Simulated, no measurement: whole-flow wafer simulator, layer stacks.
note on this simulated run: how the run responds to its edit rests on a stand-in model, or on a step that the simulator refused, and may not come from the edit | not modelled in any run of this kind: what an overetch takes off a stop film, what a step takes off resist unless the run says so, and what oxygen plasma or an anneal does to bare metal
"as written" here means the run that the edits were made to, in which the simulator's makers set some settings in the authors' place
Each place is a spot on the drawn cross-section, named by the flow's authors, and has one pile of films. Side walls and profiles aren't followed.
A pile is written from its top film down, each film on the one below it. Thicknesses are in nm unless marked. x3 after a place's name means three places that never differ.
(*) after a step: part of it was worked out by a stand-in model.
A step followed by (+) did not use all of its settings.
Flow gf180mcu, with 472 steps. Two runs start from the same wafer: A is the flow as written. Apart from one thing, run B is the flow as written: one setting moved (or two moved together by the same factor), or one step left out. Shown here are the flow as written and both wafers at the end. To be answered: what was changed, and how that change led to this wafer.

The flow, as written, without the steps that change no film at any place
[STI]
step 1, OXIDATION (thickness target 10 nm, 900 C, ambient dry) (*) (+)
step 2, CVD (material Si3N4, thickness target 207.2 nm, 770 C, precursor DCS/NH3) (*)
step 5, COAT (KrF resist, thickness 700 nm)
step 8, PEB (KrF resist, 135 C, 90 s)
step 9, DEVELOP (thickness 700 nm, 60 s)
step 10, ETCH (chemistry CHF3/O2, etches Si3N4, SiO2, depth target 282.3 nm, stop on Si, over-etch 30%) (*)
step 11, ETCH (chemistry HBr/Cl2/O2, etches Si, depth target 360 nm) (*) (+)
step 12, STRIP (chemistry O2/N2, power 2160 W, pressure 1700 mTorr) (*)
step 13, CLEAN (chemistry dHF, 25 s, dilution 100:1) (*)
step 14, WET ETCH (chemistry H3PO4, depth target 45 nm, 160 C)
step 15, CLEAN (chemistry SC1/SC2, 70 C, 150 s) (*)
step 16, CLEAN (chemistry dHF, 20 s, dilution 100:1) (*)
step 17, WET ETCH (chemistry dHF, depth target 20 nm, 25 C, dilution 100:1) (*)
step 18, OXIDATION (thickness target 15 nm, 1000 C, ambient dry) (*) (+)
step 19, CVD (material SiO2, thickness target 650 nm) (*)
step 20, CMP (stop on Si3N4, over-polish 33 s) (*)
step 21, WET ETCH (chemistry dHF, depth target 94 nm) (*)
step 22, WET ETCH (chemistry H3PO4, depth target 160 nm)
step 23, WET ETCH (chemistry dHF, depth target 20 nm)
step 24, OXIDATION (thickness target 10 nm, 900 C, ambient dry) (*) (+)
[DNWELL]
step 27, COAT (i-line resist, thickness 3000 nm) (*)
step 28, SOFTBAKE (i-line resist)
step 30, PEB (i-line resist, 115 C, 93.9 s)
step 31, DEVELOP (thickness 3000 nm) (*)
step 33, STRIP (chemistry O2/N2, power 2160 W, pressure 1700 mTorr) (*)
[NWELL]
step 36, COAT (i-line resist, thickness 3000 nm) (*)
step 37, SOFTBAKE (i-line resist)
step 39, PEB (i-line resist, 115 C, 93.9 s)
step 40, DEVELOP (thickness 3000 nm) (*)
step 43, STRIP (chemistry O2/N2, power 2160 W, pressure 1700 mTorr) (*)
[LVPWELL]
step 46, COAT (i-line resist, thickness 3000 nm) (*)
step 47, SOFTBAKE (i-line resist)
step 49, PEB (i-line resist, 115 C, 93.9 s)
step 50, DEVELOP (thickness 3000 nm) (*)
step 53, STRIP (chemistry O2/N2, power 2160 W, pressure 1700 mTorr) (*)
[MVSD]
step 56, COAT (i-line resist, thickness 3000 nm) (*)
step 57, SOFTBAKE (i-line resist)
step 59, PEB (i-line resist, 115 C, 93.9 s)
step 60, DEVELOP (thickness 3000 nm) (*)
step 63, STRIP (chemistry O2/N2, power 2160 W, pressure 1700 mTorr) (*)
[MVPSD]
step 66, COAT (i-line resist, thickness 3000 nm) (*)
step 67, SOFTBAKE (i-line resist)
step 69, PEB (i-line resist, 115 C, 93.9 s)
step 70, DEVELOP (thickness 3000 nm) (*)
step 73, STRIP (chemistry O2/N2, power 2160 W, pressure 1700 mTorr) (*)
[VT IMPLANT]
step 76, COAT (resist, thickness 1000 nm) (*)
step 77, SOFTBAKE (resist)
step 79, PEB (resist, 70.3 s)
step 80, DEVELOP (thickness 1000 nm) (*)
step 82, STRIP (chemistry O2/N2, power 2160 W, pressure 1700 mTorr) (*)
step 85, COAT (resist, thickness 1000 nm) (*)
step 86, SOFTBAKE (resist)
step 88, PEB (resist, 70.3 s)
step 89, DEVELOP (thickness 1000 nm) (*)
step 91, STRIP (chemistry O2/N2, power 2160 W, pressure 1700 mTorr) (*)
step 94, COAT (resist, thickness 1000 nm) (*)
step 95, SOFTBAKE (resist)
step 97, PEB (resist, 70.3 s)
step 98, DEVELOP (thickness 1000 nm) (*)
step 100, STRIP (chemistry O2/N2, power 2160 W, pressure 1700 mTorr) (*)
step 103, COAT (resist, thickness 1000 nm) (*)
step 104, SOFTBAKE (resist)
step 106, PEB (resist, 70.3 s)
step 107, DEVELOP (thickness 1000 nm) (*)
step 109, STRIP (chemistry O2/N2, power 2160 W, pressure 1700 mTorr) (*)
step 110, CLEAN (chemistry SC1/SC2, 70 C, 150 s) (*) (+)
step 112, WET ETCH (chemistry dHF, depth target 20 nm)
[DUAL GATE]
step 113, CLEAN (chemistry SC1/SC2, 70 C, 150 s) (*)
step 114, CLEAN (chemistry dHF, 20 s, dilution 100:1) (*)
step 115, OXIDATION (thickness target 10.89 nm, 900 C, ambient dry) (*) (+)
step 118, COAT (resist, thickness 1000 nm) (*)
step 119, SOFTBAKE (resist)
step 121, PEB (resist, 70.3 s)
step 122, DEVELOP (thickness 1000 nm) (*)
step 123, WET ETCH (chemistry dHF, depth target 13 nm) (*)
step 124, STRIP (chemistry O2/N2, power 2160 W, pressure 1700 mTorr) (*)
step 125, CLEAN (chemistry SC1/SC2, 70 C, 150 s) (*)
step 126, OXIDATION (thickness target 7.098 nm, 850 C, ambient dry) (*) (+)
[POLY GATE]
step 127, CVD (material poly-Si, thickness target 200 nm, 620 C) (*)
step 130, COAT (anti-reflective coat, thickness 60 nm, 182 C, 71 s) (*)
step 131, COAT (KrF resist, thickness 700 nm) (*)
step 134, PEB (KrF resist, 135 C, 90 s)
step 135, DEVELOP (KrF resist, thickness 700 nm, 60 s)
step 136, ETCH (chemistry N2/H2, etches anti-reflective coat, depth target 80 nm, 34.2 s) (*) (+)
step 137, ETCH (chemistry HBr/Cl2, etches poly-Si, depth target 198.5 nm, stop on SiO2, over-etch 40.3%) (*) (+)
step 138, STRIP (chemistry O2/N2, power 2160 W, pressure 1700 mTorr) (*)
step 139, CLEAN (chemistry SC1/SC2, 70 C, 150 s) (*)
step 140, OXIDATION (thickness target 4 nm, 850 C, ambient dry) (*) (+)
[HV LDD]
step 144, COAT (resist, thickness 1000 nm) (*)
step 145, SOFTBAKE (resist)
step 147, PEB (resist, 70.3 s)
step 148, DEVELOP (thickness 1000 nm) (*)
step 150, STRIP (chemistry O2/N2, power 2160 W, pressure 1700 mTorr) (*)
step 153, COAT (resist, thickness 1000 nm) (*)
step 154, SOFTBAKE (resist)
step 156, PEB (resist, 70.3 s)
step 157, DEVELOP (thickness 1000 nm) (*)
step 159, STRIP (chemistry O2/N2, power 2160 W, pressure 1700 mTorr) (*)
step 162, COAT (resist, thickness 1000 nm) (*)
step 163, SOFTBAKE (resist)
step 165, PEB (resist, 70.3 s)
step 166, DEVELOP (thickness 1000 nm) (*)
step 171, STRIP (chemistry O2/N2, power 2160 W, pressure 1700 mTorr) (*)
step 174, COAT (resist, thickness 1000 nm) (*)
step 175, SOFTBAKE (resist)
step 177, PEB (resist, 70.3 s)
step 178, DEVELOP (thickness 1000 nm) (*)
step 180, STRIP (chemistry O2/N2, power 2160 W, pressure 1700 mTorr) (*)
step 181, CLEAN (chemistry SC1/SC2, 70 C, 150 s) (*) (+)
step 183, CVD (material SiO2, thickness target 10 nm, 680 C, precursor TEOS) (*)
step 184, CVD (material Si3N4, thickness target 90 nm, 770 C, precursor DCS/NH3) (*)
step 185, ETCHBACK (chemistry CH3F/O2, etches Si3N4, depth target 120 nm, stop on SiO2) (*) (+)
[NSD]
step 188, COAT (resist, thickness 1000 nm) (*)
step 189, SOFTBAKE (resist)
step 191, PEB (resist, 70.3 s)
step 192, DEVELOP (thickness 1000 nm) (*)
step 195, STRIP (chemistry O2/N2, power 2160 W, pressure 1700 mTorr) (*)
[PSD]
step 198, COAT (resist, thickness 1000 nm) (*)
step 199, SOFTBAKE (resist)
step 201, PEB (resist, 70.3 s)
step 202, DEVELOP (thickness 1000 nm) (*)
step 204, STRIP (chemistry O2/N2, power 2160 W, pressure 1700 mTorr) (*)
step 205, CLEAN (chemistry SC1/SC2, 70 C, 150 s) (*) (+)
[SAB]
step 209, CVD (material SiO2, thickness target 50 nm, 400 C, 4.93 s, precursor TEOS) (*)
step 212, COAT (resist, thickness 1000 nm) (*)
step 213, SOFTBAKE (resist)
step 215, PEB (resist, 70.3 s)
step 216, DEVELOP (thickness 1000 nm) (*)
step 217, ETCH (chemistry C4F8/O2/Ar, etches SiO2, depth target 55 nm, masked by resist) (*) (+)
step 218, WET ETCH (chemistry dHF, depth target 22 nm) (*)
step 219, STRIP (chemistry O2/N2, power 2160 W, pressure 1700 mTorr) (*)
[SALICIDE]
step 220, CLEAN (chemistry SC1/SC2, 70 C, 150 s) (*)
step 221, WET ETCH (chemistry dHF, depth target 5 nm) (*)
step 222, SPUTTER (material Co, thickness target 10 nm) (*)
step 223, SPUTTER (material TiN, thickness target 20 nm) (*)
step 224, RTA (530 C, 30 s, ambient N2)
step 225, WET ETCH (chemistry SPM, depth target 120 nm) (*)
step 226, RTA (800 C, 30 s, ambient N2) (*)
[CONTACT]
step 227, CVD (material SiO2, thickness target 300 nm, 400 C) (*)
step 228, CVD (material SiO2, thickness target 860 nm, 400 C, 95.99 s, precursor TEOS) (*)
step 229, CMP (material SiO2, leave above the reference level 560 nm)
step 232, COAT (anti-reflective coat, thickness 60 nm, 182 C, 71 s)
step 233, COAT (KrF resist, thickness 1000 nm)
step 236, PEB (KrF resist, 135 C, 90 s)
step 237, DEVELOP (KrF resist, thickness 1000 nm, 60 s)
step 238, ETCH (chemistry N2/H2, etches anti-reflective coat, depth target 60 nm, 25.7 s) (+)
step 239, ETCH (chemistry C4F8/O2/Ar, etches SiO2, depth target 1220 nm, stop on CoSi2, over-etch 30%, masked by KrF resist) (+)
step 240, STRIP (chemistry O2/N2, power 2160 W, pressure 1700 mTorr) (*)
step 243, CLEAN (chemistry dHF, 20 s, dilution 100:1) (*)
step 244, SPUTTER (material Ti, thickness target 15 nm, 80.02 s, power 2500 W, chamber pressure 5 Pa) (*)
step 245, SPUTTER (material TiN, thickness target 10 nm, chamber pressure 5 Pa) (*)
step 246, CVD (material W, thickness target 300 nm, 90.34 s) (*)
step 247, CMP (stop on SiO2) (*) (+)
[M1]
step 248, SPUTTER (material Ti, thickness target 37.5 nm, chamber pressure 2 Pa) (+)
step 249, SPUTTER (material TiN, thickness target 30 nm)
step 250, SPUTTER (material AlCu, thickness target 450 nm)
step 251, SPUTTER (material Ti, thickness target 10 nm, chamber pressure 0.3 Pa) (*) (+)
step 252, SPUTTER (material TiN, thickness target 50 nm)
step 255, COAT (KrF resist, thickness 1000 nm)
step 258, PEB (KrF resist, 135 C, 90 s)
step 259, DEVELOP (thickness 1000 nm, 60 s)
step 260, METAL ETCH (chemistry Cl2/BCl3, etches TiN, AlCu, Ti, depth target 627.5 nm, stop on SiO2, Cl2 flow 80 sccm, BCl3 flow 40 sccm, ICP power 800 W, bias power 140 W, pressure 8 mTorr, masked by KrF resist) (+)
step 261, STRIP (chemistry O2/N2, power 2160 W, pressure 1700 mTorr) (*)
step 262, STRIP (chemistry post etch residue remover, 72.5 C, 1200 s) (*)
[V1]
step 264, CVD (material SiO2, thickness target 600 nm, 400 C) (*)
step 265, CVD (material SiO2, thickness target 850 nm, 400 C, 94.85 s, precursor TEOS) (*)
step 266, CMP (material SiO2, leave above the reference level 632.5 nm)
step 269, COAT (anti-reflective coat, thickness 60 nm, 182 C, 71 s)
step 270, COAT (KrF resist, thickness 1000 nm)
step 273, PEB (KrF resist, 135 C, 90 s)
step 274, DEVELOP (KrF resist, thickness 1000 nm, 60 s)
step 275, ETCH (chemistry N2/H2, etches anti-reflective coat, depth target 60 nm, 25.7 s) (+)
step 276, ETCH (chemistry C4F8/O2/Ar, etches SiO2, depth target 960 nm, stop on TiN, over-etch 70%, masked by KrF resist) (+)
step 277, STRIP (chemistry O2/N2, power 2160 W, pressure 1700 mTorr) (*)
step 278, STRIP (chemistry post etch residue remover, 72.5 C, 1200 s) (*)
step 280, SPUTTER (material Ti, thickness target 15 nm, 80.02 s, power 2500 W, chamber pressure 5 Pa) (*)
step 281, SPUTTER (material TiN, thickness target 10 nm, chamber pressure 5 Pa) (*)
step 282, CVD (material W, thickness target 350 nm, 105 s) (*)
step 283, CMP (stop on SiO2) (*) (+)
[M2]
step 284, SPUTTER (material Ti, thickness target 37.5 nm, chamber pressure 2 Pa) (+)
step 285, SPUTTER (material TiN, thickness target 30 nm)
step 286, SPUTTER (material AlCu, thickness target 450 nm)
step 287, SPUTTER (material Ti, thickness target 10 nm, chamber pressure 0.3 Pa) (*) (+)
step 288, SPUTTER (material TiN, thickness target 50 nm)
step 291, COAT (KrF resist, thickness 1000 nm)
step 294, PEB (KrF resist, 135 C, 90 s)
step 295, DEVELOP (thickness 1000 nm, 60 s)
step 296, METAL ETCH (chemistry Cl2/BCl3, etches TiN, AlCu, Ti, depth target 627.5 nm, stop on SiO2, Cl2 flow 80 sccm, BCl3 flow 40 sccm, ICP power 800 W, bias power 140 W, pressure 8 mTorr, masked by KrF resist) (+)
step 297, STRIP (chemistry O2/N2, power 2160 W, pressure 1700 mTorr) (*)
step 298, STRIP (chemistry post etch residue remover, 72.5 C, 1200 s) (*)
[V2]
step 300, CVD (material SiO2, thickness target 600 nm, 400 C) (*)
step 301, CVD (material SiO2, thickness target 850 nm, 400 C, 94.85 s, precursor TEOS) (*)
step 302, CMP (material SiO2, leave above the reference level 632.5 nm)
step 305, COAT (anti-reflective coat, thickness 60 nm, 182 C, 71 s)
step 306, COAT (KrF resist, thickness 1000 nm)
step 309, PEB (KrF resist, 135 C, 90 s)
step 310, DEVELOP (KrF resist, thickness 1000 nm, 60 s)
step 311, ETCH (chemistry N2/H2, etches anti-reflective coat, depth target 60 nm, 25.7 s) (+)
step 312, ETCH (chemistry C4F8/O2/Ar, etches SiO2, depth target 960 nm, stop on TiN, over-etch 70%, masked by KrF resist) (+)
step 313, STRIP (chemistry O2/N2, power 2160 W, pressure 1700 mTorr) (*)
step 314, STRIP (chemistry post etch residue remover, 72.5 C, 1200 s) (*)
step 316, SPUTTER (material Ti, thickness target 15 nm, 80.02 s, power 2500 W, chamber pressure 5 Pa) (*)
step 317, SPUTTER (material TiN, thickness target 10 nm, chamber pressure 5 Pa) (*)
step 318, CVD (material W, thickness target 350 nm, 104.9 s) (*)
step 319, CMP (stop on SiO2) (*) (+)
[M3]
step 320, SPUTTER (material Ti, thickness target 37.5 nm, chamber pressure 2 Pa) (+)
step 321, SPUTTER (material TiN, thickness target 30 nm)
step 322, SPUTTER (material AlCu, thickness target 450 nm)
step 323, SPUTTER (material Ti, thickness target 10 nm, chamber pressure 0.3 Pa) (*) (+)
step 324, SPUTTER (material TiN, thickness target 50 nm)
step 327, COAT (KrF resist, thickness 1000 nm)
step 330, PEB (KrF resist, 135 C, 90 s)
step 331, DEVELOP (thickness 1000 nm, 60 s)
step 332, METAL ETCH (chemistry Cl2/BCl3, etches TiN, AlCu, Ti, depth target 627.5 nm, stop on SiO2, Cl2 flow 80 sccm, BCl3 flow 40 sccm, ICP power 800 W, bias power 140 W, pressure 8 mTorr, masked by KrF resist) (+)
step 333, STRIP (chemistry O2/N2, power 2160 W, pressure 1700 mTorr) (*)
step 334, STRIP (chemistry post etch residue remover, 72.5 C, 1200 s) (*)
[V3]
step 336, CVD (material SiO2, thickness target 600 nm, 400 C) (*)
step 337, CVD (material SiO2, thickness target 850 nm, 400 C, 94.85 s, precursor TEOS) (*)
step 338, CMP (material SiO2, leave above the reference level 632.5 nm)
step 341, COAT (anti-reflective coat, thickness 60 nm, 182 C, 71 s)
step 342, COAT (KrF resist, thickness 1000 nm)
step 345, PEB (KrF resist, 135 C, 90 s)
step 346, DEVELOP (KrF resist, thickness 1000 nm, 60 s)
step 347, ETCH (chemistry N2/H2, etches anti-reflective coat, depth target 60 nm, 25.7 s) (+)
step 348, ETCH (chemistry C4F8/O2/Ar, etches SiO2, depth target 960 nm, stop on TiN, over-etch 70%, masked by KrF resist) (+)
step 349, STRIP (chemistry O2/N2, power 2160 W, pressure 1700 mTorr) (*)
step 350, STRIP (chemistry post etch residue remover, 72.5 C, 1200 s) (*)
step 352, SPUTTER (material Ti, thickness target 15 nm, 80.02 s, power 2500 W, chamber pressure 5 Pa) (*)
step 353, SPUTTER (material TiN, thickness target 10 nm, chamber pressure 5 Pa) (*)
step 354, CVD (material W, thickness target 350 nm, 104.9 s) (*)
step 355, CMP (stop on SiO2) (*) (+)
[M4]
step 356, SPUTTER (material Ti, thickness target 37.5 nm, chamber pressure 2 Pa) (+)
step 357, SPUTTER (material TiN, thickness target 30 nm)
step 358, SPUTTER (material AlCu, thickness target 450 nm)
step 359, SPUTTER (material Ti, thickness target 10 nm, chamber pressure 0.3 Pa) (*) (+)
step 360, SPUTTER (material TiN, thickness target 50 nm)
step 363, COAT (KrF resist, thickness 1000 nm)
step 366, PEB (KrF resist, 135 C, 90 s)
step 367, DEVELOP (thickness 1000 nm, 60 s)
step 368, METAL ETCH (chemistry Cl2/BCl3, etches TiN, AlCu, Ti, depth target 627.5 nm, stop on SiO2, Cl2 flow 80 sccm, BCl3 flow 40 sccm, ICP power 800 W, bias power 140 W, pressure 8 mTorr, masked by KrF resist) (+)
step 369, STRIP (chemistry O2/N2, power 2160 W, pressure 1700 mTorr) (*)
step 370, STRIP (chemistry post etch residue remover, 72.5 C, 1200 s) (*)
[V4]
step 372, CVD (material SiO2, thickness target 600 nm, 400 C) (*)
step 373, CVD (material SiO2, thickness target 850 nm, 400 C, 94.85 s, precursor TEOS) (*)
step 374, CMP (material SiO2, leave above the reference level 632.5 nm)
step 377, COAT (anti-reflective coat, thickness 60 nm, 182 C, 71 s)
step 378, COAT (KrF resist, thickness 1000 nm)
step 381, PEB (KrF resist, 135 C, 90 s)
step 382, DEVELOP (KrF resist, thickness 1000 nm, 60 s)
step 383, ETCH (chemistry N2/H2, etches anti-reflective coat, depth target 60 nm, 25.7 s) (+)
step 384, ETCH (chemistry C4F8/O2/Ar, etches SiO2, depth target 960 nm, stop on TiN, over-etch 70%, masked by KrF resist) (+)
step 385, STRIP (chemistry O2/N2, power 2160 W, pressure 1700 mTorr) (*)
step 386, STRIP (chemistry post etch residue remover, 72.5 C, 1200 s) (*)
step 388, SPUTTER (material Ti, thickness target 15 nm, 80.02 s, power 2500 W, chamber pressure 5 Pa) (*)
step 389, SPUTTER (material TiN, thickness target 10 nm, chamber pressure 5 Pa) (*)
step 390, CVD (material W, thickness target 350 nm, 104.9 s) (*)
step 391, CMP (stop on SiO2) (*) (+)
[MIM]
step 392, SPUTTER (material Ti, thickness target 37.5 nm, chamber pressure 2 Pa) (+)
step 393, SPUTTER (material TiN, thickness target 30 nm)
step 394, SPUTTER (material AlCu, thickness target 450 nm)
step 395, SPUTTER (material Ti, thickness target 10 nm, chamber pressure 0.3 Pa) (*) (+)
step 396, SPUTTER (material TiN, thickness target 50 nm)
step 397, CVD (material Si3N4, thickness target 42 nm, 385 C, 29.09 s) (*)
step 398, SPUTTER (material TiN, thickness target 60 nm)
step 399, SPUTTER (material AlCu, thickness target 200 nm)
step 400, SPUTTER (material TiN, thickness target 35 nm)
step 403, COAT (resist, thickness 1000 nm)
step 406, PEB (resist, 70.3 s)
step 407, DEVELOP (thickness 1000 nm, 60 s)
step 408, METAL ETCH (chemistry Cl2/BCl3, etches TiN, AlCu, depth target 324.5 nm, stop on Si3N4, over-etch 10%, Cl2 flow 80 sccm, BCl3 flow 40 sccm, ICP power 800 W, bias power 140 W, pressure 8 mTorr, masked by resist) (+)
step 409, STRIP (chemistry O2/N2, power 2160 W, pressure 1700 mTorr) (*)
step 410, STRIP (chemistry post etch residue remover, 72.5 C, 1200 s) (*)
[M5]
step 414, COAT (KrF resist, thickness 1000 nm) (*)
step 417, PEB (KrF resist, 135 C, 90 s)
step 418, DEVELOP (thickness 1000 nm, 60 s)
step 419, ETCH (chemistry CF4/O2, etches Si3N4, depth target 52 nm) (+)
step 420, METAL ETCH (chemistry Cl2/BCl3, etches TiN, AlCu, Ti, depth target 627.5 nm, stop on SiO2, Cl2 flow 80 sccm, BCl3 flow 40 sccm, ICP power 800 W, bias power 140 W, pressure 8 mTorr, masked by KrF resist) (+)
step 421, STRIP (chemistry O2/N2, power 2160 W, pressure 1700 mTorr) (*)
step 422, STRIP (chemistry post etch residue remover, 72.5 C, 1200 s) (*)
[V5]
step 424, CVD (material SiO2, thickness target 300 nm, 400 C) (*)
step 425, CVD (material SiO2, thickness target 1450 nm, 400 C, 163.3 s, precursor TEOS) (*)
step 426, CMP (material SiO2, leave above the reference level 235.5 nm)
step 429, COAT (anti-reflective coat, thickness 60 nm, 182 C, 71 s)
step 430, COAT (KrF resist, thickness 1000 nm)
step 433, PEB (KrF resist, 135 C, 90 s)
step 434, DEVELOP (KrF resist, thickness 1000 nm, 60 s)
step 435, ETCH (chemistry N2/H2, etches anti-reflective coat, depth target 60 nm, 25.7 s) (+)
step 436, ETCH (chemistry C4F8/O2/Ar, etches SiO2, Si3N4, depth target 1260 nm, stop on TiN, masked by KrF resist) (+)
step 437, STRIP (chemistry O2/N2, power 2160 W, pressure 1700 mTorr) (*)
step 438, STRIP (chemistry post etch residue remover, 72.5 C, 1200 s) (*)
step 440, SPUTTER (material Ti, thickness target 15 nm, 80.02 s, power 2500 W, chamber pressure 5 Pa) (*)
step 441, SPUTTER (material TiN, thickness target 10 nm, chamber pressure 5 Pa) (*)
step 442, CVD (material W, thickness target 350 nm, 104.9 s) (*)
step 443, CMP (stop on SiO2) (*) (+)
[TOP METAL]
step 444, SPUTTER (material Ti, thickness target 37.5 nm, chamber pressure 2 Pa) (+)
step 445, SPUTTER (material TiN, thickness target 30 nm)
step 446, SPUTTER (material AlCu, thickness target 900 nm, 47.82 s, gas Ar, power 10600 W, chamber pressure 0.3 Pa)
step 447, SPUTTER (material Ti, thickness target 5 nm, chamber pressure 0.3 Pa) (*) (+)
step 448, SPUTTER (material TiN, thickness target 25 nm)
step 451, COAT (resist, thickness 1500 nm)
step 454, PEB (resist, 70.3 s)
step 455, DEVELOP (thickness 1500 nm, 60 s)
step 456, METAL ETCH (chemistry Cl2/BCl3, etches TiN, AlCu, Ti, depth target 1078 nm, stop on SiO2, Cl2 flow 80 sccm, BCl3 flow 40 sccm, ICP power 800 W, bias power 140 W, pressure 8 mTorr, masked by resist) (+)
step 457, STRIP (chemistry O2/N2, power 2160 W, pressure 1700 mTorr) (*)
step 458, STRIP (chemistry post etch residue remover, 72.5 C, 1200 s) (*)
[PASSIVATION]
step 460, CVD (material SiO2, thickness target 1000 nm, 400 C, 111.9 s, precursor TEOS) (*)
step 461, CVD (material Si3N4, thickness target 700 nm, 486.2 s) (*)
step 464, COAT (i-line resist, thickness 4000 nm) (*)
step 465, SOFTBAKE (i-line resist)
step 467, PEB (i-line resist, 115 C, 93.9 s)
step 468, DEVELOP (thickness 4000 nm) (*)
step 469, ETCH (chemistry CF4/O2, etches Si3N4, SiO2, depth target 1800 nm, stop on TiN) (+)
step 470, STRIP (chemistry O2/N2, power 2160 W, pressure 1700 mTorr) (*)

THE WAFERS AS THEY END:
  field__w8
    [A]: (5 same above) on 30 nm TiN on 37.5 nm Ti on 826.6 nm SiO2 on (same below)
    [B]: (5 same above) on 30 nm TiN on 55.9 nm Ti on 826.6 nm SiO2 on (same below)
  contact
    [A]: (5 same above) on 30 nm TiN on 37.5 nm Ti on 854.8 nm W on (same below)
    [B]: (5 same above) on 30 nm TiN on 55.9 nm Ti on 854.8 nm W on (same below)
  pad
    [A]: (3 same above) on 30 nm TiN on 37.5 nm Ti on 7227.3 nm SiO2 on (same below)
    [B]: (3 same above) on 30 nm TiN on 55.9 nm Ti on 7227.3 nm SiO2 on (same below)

What caused this: step 444, SPUTTER: thickness target 55.9 nm was run, while the flow as written has thickness target 37.5 nm.
One can read it off the wafer: field__w8 has Ti 55.9, and step 444 as written asks for 37.5 nm.

Step by step, how the change led to this:
  step 444, SPUTTER (material Ti, thickness target 37.5 nm, chamber pressure 2 Pa) (+)
      field, field__w1, field__w2 and 109 more: A +37.5 Ti (new film) | B +55.9 Ti (new film)
  step 456, METAL ETCH (chemistry Cl2/BCl3, etches TiN, AlCu, Ti, depth target 1078 nm, stop on SiO2, Cl2 flow 80 sccm, BCl3 flow 40 sccm, ICP power 800 W, bias power 140 W, pressure 8 mTorr, masked by resist) (+)
      field, field__w1, field__w2 and 103 more: A -25 TiN (all of it), -5 Ti (all of it), -900 AlCu (all of it), -30 TiN (all of it), -37.5 Ti (all of it) | B -25 TiN (all of it), -5 Ti (all of it), -900 AlCu (all of it), -30 TiN (all of it), -55.9 Ti (all of it)
  step 465, SOFTBAKE (i-line resist)
      gate: A +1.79 i-line resist | B -0.22 i-line resist
      ld_acc_p, ld_fp_p, ld_drift_p: A +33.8 i-line resist | B +27.7 i-line resist
      (also at 62 further places)
